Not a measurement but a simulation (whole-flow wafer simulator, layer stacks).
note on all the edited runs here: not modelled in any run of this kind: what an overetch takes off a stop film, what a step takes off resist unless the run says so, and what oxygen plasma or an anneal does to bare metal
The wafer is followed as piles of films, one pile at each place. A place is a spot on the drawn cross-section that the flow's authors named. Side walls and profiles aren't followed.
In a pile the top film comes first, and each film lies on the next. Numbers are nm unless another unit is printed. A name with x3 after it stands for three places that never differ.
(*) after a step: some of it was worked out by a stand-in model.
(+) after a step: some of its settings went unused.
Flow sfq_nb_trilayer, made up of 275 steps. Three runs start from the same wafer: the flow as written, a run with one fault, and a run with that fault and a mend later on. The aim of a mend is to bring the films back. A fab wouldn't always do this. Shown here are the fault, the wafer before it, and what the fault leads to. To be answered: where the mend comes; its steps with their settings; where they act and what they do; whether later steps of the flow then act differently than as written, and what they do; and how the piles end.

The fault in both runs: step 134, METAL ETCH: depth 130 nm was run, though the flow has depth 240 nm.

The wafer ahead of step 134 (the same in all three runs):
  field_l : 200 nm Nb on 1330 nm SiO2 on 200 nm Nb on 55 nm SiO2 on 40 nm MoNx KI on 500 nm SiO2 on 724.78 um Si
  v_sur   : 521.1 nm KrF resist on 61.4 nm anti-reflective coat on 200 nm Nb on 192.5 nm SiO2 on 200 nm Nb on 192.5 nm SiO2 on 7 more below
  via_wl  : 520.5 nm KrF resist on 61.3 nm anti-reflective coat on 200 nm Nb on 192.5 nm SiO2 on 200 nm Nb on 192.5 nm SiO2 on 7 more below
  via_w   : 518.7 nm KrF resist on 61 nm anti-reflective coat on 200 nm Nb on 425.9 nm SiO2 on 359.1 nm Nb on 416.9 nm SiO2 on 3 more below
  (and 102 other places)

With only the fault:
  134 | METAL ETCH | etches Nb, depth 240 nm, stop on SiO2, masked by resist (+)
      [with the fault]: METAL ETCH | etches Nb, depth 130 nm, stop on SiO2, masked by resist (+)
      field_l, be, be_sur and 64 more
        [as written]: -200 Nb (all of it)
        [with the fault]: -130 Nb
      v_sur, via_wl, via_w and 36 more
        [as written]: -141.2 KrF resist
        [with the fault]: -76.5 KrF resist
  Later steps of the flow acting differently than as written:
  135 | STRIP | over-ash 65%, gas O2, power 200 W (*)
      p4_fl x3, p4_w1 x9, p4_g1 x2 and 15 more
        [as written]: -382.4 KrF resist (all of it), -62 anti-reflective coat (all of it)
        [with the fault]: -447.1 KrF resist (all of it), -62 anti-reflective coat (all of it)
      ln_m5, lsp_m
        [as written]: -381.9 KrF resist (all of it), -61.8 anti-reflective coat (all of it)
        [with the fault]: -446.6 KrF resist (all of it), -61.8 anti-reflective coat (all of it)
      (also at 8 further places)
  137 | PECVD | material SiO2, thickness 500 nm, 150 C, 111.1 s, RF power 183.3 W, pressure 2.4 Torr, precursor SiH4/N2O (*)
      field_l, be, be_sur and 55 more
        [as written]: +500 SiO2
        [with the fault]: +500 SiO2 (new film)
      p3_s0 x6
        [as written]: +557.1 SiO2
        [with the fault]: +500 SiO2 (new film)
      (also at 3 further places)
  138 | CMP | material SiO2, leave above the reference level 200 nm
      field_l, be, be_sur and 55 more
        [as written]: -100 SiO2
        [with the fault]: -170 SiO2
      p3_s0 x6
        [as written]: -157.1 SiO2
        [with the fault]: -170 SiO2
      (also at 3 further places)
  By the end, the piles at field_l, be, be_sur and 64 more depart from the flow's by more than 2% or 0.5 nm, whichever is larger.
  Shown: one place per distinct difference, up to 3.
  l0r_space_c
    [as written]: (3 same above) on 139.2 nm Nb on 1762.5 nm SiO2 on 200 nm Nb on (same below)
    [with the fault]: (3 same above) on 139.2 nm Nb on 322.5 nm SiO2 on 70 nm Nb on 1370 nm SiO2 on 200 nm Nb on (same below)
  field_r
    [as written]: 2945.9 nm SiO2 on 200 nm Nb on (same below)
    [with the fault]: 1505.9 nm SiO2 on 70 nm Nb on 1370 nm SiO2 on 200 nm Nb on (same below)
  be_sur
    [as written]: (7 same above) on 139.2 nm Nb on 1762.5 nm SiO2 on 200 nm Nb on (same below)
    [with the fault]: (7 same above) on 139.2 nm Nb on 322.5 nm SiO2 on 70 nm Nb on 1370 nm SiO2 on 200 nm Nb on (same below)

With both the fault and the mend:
  The mend stands after step 134.
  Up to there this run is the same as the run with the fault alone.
  134a | METAL ETCH | etches Nb, depth 110 nm, stop on SiO2, masked by resist (+) (the flow's step 134 again, with other settings)
      field_l, be, be_sur and 64 more
        -70 Nb (all of it)
      v_sur, via_wl, via_w and 36 more
        -61.8 KrF resist
  Every later step of the flow that is run acts as written, at every place that is followed, to within 2% or 0.5 nm, whichever is larger.
  By the end, the piles equal the flow's at every place that both follow.
